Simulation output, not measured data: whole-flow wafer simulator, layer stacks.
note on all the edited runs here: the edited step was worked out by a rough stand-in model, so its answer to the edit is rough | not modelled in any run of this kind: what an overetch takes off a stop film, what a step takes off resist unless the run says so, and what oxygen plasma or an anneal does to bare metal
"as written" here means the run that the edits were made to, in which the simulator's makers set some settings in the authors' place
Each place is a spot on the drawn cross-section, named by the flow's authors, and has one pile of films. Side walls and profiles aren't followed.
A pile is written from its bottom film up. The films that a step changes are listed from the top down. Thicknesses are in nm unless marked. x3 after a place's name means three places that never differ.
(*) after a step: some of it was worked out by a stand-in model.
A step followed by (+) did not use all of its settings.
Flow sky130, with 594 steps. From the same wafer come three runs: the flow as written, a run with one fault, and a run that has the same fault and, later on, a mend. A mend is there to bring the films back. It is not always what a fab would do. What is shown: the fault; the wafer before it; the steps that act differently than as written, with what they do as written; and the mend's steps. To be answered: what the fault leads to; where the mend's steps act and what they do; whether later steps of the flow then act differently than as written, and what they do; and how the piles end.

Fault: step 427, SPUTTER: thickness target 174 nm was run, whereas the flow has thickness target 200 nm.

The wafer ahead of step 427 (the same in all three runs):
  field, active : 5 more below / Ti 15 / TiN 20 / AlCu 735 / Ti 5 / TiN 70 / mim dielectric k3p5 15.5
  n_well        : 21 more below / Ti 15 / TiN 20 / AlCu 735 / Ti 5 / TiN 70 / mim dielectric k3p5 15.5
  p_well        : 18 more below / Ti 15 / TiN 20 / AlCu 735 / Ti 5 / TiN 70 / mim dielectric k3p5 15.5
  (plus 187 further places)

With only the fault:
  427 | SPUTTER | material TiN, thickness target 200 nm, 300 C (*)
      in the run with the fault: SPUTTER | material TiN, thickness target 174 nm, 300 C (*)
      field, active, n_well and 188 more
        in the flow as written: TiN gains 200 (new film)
        in the run with the fault: TiN gains 174 (new film)
  Later steps of the flow acting differently than as written (5 other steps are not shown; they differ only slightly, by no more than 2% or 0.5 nm, whichever is larger):
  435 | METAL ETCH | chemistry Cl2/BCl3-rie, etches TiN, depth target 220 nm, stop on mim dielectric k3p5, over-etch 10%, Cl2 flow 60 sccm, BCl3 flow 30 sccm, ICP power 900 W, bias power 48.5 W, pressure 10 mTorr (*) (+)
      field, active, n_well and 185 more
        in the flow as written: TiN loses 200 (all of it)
        in the run with the fault: TiN loses 174 (all of it)
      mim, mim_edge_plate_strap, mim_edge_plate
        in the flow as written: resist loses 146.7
        in the run with the fault: resist loses 127.6
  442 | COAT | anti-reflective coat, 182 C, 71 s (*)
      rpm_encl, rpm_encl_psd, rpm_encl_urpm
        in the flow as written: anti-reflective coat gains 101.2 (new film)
        in the run with the fault: anti-reflective coat gains 103.9 (new film)
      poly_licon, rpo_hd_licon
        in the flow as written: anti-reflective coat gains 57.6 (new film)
        in the run with the fault: anti-reflective coat gains 64.6 (new film)
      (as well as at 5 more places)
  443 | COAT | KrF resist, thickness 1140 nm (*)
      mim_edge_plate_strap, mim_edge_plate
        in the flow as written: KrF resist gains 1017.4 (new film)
        in the run with the fault: KrF resist gains 1043.4 (new film)
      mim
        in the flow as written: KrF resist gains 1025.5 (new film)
        in the run with the fault: KrF resist gains 1049.4 (new film)
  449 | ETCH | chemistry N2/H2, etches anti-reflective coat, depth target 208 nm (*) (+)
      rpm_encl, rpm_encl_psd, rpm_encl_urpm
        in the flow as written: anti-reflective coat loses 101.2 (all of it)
        in the run with the fault: anti-reflective coat loses 103.9 (all of it)
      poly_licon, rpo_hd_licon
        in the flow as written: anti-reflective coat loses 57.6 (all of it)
        in the run with the fault: anti-reflective coat loses 64.6 (all of it)
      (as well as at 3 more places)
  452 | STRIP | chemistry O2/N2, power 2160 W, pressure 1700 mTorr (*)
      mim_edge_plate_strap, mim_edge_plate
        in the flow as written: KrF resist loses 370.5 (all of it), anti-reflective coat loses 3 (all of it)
        in the run with the fault: KrF resist loses 396.5 (all of it), anti-reflective coat loses 3 (all of it)
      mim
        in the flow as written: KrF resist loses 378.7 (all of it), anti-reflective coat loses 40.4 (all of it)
        in the run with the fault: KrF resist loses 402.5 (all of it), anti-reflective coat loses 34.6 (all of it)
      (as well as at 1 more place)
  The piles end different from the flow's at mim, mim_edge_plate_strap, mim_edge_plate by more than 2% or 0.5 nm, whichever is larger.
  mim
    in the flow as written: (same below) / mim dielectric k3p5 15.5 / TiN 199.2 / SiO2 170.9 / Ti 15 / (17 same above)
    in the run with the fault: (same below) / mim dielectric k3p5 15.5 / TiN 173.2 / SiO2 196.9 / Ti 15 / (17 same above)
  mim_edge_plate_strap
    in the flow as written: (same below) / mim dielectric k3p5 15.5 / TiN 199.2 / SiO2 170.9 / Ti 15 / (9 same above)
    in the run with the fault: (same below) / mim dielectric k3p5 15.5 / TiN 173.2 / SiO2 196.9 / Ti 15 / (9 same above)
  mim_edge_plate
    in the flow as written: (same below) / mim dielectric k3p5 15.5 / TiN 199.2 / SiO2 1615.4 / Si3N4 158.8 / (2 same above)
    in the run with the fault: (same below) / mim dielectric k3p5 15.5 / TiN 173.2 / SiO2 1641.4 / Si3N4 158.8 / (2 same above)

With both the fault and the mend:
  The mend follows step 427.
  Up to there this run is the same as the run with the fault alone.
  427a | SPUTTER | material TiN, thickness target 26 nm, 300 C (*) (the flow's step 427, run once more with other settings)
      field, active, n_well and 188 more
        TiN gains 26
  Every later step of the flow that is run acts as written at every place that is followed.
  The piles end the same as the flow's at every place that both follow.
